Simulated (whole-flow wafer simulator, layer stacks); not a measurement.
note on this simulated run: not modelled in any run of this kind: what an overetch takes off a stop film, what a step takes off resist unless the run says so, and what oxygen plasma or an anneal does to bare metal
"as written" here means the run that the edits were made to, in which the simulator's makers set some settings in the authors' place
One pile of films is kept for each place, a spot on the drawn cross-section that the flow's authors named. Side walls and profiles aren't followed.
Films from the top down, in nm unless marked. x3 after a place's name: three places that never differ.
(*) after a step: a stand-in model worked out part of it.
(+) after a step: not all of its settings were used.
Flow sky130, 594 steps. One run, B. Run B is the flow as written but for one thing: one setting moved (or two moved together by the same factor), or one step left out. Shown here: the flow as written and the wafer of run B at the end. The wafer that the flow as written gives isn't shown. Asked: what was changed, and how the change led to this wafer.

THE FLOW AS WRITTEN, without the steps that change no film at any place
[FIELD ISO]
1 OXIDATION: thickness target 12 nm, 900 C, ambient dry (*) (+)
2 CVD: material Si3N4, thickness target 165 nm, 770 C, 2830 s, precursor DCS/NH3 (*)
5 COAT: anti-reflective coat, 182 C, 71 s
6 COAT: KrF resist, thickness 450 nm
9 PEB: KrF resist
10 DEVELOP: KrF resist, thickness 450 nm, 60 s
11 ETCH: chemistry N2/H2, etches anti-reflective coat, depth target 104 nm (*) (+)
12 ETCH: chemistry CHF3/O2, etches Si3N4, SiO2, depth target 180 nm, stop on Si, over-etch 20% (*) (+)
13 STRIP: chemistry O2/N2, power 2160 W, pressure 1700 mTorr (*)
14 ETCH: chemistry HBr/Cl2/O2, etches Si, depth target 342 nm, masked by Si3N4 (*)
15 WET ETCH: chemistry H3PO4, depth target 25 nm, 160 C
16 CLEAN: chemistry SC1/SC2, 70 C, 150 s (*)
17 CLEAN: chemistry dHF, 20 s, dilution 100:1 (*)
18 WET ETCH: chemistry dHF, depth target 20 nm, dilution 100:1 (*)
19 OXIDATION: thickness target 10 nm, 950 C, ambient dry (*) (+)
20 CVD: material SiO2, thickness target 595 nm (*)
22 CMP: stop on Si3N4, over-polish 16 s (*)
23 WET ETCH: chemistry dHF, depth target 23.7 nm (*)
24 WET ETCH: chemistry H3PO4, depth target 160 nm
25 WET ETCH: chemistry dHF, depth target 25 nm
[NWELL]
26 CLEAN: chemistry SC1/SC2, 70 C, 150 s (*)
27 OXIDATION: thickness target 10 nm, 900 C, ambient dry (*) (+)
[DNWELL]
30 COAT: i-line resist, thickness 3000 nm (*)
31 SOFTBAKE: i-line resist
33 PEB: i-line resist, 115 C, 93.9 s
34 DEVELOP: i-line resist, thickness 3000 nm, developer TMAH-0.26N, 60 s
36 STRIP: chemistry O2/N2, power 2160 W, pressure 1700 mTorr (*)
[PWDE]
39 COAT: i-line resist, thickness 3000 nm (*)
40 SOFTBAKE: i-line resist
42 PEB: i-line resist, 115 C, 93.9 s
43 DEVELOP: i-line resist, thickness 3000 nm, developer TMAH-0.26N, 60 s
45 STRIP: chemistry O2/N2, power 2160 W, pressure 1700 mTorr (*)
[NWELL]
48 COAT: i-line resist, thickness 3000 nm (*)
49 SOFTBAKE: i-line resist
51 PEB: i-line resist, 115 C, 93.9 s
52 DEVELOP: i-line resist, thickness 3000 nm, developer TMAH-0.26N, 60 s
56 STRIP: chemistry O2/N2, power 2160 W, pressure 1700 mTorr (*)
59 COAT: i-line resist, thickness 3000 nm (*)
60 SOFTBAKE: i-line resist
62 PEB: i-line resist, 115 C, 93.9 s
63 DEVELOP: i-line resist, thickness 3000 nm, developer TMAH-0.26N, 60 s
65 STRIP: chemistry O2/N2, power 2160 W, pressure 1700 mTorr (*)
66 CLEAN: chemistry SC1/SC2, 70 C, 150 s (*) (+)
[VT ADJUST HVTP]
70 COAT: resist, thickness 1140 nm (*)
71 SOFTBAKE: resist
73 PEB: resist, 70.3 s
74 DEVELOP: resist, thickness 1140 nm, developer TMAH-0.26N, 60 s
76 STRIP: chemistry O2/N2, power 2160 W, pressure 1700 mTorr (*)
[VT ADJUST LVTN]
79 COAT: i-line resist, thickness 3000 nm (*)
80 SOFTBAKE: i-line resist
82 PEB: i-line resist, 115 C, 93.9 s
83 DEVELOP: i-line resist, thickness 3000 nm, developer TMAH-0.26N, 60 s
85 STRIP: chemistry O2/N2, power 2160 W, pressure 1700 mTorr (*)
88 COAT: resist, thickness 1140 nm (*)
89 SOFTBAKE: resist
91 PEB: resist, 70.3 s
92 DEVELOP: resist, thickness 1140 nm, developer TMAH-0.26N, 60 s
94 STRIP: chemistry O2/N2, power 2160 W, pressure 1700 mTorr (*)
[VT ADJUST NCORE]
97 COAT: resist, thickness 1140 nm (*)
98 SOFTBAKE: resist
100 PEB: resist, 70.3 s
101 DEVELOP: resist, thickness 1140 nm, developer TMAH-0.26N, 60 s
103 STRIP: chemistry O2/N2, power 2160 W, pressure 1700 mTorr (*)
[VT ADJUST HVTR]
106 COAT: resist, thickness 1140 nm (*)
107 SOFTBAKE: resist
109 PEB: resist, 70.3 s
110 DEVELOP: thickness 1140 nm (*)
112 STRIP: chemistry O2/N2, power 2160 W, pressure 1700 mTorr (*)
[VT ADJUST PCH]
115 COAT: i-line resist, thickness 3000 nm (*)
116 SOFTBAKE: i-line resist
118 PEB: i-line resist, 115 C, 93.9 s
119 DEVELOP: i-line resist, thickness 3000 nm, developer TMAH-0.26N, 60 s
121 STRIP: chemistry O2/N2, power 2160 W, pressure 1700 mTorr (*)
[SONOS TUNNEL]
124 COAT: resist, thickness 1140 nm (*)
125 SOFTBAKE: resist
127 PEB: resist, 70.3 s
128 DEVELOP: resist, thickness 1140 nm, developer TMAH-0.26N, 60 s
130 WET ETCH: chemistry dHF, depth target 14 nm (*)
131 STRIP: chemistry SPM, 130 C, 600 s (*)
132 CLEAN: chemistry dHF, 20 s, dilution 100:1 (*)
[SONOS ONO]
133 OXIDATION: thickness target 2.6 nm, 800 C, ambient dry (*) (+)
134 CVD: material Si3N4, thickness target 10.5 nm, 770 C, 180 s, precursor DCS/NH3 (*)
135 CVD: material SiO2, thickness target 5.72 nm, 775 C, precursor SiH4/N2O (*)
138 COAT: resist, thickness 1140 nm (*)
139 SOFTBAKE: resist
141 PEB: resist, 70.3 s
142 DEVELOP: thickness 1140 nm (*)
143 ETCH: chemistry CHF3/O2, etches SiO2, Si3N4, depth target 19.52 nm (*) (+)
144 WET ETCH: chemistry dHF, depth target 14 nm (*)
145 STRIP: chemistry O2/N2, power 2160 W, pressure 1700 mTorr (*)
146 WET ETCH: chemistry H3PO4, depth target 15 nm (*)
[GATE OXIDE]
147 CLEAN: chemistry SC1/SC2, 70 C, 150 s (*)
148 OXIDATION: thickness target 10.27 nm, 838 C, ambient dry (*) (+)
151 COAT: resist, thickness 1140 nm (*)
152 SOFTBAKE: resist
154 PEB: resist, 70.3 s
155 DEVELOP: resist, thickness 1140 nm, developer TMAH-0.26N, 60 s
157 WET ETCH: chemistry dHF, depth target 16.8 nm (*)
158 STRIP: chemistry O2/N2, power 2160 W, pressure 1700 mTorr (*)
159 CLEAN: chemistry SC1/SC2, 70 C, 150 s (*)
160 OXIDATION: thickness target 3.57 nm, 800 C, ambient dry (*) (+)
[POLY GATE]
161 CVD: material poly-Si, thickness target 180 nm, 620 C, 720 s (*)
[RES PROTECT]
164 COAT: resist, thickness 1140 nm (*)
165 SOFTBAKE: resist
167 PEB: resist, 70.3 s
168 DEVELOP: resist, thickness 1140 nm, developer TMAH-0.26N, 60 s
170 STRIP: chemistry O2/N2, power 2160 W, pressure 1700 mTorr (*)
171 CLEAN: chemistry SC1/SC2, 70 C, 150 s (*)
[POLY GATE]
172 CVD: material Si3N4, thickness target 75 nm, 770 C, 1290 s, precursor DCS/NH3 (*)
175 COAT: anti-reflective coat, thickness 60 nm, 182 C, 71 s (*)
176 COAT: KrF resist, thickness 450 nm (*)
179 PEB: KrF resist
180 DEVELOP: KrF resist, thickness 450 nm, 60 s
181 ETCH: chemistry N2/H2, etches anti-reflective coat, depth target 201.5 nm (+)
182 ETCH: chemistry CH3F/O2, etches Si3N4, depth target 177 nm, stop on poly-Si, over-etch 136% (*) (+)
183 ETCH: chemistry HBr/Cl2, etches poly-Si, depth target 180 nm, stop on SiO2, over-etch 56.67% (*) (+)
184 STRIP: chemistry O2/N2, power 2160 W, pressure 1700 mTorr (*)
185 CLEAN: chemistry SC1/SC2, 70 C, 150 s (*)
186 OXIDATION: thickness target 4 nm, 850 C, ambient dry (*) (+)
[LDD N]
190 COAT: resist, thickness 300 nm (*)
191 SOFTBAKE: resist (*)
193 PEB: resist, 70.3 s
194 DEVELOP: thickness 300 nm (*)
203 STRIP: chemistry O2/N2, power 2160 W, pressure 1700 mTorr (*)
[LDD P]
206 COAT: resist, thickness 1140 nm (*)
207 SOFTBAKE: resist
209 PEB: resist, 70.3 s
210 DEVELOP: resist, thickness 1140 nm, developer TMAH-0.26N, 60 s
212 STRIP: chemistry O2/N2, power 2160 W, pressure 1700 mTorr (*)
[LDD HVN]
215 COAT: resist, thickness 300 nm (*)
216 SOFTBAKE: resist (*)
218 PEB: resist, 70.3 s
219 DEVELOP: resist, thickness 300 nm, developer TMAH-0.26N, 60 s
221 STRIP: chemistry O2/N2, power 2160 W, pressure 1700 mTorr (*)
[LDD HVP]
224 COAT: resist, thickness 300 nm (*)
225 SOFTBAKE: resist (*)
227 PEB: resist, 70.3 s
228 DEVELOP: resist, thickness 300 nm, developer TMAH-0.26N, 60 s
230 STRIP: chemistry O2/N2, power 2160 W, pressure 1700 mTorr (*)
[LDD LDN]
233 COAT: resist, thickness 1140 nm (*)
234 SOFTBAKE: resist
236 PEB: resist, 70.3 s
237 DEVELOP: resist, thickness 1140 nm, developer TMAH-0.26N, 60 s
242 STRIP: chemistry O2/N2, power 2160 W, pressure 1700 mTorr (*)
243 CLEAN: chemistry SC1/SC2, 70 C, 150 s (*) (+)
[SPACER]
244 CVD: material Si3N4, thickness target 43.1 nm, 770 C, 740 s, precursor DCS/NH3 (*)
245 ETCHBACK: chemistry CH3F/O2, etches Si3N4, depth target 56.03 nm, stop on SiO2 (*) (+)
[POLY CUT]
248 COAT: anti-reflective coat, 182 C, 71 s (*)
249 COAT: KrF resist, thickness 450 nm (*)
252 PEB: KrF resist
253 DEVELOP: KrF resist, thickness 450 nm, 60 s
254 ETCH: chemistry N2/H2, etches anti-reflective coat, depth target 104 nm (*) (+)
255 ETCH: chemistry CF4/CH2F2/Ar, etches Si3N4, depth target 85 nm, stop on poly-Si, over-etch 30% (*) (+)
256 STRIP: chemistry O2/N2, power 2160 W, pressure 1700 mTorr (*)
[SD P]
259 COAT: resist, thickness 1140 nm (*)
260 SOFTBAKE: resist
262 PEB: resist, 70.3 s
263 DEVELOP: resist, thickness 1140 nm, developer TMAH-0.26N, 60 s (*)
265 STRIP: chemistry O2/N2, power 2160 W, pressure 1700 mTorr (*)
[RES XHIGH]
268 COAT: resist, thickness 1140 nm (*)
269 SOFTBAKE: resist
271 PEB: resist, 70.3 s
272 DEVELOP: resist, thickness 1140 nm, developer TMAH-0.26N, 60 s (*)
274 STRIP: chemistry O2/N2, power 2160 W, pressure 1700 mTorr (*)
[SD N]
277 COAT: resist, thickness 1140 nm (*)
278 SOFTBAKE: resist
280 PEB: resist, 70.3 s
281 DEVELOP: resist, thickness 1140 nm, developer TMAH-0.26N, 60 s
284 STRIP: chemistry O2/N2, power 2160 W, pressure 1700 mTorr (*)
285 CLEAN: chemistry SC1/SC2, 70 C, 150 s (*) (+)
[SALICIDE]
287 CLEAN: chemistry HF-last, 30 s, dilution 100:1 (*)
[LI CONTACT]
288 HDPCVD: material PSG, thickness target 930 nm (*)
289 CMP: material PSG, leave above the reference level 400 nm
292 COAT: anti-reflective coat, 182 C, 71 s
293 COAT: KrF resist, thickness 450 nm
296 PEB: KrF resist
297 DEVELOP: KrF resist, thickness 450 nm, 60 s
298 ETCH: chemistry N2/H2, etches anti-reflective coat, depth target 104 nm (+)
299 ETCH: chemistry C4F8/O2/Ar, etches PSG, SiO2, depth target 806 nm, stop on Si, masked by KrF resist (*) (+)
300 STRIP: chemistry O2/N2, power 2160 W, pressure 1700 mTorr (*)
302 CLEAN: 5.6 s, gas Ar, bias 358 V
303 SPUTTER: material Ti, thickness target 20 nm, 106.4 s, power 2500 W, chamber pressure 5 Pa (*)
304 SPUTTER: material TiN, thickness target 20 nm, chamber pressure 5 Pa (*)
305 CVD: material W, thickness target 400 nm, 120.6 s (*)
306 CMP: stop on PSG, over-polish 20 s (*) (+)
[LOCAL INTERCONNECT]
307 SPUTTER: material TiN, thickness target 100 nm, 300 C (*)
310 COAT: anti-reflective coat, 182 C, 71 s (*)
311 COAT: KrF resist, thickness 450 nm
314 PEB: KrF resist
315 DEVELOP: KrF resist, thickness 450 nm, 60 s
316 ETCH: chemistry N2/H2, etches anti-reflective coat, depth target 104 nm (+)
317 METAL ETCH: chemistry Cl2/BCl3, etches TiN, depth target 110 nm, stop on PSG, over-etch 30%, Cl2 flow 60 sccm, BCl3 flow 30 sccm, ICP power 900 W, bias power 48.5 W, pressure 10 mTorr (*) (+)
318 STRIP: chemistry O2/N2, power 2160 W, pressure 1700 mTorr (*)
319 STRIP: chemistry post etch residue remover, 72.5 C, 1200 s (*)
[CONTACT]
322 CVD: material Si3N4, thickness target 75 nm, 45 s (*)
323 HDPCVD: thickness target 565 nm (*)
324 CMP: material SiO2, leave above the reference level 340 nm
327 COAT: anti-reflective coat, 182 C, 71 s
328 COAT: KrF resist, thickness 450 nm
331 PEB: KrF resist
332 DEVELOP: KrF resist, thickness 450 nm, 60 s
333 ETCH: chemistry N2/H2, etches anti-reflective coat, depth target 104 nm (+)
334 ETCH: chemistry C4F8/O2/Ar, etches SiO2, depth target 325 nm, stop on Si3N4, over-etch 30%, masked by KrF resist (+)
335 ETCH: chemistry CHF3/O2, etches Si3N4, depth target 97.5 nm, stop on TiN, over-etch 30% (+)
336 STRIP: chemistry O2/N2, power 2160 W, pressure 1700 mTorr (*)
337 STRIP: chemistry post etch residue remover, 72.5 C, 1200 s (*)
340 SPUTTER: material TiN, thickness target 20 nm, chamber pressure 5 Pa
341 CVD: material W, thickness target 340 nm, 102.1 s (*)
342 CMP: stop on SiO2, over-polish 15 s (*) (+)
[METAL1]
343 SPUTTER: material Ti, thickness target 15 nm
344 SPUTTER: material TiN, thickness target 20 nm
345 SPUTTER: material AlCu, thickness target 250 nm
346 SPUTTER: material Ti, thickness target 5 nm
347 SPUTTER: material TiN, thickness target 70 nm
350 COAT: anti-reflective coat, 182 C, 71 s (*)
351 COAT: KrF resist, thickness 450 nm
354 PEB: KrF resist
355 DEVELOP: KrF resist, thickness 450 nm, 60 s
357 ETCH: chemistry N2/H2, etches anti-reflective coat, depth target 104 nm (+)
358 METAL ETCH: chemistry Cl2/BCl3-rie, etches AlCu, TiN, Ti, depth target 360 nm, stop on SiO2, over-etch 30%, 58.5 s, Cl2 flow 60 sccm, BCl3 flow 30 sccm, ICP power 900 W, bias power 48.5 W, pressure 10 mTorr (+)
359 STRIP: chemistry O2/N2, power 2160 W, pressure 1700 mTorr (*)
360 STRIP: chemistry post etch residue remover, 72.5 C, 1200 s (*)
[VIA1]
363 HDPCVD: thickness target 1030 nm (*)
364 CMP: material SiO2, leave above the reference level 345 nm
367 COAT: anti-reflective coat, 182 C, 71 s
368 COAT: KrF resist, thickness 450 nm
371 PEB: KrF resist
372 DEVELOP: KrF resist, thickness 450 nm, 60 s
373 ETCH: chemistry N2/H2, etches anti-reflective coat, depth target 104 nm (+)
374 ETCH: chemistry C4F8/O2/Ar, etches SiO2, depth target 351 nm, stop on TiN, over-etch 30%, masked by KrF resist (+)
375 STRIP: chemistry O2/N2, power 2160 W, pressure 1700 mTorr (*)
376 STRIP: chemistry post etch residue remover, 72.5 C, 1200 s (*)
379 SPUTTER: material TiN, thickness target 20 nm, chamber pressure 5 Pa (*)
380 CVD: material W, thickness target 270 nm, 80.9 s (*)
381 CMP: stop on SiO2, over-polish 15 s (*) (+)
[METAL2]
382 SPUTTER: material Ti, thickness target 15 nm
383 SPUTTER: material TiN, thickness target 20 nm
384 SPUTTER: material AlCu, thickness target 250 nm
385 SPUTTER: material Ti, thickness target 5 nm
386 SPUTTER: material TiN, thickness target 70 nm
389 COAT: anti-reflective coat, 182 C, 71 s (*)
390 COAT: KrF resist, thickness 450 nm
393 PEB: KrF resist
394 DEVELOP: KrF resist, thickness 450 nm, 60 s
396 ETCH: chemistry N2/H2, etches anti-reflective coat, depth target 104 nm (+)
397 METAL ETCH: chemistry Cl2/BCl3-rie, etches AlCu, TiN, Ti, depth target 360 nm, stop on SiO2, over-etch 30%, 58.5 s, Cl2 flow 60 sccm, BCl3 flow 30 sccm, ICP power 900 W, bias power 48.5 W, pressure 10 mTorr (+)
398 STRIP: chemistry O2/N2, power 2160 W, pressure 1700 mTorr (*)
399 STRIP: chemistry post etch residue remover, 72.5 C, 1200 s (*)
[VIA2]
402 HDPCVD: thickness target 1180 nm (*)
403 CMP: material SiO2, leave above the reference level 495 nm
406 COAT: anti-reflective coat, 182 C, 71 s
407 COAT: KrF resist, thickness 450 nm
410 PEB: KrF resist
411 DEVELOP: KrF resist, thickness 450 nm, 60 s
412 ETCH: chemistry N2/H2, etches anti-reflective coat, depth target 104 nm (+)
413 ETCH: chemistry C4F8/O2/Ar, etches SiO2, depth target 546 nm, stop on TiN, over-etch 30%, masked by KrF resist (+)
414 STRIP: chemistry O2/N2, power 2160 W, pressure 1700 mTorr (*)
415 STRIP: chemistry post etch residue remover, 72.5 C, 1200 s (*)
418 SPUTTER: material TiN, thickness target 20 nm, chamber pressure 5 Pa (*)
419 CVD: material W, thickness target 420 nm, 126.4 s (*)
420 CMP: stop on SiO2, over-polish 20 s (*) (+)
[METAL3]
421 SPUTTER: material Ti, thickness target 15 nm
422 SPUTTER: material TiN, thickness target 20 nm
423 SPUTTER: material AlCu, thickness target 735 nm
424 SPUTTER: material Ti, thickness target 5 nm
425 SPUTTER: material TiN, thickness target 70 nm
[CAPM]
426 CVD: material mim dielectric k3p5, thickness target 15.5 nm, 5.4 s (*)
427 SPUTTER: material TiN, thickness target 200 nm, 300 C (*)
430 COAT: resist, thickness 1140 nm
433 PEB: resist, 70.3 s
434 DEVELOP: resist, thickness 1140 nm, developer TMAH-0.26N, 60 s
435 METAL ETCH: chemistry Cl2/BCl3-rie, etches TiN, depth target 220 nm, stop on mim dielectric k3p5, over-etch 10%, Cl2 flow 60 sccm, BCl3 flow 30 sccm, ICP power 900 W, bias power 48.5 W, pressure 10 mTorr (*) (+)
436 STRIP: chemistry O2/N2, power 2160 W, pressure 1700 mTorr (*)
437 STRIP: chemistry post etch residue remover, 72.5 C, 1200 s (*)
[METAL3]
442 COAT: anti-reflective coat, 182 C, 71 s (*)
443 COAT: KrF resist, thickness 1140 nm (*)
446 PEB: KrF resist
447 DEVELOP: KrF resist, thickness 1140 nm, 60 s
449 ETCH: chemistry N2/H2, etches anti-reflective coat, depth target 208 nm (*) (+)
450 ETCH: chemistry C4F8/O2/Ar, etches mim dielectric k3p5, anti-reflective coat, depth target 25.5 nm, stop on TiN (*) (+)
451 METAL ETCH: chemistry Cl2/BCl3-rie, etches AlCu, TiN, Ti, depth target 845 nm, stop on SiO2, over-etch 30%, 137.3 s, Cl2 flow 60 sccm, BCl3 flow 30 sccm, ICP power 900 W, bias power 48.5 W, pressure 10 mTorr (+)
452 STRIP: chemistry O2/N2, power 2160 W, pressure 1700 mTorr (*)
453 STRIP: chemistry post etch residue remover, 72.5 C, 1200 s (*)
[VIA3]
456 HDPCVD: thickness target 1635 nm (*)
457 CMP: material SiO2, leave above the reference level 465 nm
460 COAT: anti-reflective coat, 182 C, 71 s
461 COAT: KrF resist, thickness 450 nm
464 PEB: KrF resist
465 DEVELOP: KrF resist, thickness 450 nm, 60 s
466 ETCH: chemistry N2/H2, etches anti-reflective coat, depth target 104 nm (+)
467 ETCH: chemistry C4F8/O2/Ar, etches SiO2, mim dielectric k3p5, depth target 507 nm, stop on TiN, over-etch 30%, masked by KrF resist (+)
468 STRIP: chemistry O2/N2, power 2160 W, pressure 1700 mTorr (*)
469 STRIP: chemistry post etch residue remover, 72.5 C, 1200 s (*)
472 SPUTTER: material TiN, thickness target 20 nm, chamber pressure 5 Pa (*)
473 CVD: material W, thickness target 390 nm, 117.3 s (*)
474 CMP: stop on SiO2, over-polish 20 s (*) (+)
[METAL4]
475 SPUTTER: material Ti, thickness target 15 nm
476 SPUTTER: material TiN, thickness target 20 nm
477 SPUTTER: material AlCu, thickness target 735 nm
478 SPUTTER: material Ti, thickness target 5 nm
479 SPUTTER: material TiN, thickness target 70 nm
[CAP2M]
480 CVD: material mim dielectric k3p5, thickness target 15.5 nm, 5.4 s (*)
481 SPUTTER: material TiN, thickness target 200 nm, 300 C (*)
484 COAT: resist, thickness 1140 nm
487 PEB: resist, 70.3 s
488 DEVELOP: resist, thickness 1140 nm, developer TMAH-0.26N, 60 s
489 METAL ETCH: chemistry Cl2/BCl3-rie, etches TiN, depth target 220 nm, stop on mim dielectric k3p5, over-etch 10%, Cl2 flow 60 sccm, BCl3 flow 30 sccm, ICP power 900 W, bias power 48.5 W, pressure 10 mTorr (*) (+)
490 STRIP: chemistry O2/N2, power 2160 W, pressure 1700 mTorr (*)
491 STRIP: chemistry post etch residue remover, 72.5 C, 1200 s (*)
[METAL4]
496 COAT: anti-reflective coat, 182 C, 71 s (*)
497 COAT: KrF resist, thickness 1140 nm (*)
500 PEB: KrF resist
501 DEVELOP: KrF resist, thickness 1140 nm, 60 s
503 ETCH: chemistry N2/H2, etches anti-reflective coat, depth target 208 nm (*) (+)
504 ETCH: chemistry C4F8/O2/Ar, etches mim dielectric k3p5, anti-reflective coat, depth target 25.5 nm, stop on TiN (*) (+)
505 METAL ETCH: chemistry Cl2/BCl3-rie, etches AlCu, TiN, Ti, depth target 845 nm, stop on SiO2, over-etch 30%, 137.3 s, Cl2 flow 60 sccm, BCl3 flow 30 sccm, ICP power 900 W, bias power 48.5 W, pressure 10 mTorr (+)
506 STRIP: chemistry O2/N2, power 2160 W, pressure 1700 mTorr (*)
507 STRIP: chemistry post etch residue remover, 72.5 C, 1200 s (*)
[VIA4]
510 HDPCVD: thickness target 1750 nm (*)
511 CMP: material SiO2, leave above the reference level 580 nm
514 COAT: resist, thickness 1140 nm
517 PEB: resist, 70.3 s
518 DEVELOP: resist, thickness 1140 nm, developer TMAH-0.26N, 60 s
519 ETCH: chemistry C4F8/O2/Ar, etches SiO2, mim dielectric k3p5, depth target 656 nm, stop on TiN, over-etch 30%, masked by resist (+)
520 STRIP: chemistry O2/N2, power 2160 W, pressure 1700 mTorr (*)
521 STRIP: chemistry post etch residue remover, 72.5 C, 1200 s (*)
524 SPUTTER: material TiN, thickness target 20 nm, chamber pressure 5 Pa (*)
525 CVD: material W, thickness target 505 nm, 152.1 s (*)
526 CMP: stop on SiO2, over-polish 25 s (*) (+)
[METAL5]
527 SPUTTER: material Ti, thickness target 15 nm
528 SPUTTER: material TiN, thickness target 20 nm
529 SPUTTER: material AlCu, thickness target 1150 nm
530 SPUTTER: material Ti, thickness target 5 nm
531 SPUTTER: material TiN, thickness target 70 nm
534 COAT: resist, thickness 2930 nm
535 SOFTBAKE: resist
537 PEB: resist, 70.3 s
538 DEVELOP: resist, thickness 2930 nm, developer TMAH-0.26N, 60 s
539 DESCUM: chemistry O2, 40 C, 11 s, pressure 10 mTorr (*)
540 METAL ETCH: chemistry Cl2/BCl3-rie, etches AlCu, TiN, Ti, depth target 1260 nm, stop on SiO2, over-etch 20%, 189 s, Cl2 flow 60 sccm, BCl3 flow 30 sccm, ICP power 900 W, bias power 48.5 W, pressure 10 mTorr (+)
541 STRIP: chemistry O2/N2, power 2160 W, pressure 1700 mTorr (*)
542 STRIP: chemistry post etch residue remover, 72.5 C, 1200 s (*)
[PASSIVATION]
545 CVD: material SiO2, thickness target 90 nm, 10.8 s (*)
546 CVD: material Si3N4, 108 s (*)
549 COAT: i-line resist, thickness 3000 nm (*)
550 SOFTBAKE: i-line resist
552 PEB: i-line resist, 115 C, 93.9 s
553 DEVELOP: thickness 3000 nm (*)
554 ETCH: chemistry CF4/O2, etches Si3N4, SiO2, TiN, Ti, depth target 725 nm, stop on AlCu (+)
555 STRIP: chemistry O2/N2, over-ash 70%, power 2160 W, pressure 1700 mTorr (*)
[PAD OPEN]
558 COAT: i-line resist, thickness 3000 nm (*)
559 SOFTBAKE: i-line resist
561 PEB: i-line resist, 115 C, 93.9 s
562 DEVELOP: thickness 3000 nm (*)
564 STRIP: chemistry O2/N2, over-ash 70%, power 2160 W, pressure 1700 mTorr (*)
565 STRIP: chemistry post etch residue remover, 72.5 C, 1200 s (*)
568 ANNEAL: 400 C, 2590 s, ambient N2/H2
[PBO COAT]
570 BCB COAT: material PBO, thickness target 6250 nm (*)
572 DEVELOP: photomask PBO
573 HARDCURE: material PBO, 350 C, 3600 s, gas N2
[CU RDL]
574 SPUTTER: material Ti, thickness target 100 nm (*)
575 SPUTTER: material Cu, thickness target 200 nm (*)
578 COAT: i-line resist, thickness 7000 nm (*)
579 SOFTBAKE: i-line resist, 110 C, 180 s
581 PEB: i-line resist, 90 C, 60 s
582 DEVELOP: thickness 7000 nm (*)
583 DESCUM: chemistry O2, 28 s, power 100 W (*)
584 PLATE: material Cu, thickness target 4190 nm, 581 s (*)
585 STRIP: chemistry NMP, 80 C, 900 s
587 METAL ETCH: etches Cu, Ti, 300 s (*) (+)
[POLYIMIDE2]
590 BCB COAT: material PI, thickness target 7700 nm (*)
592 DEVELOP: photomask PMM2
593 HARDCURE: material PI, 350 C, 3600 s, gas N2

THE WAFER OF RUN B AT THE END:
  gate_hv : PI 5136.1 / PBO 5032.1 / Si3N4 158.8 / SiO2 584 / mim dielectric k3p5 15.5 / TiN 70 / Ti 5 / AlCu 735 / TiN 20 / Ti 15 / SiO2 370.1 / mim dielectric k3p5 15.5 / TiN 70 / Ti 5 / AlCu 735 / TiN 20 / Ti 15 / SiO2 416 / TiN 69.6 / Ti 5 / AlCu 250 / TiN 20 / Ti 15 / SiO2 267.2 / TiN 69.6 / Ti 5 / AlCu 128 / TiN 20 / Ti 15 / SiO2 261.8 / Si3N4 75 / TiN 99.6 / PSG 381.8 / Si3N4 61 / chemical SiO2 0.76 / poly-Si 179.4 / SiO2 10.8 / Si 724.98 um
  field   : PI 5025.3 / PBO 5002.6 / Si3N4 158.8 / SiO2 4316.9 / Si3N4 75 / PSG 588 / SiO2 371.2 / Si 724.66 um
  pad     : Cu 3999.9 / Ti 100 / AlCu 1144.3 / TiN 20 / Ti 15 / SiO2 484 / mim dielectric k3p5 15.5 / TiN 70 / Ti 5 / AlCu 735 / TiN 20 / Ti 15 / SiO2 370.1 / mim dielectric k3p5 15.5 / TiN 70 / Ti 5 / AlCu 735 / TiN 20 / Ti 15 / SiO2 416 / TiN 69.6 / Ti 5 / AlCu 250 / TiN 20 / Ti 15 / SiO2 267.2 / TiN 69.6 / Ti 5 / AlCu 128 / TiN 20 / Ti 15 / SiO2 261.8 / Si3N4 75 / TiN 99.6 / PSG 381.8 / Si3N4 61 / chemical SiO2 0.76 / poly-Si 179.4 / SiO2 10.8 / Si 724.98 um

The cause: step 345, SPUTTER: thickness target 128 nm was run, where the flow has thickness target 250 nm.
It can be read off the wafer: gate_hv has AlCu 128, and step 345 as written asks for 250 nm.

How the change led to this, step by step:
  345 SPUTTER: material AlCu, thickness target 250 nm
      field, active, n_well and 188 more: AlCu +128 (new film) (as written it would be: AlCu +250 (new film))
  358 METAL ETCH: chemistry Cl2/BCl3-rie, etches AlCu, TiN, Ti, depth target 360 nm, stop on SiO2, over-etch 30%, 58.5 s, Cl2 flow 60 sccm, BCl3 flow 30 sccm, ICP power 900 W, bias power 48.5 W, pressure 10 mTorr (+)
      field, active, gate and 81 more: TiN -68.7 (all of it), Ti -5 (all of it), AlCu -128 (all of it), TiN -20 (all of it), Ti -15 (all of it), SiO2 -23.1 (as written it would be: TiN -68.7 (all of it), Ti -5 (all of it), AlCu -250 (all of it), TiN -20 (all of it), Ti -15 (all of it), SiO2 -10.9)
  364 CMP: material SiO2, leave above the reference level 345 nm
      field, active, gate and 81 more: SiO2 -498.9 (as written it would be: SiO2 -389.1)
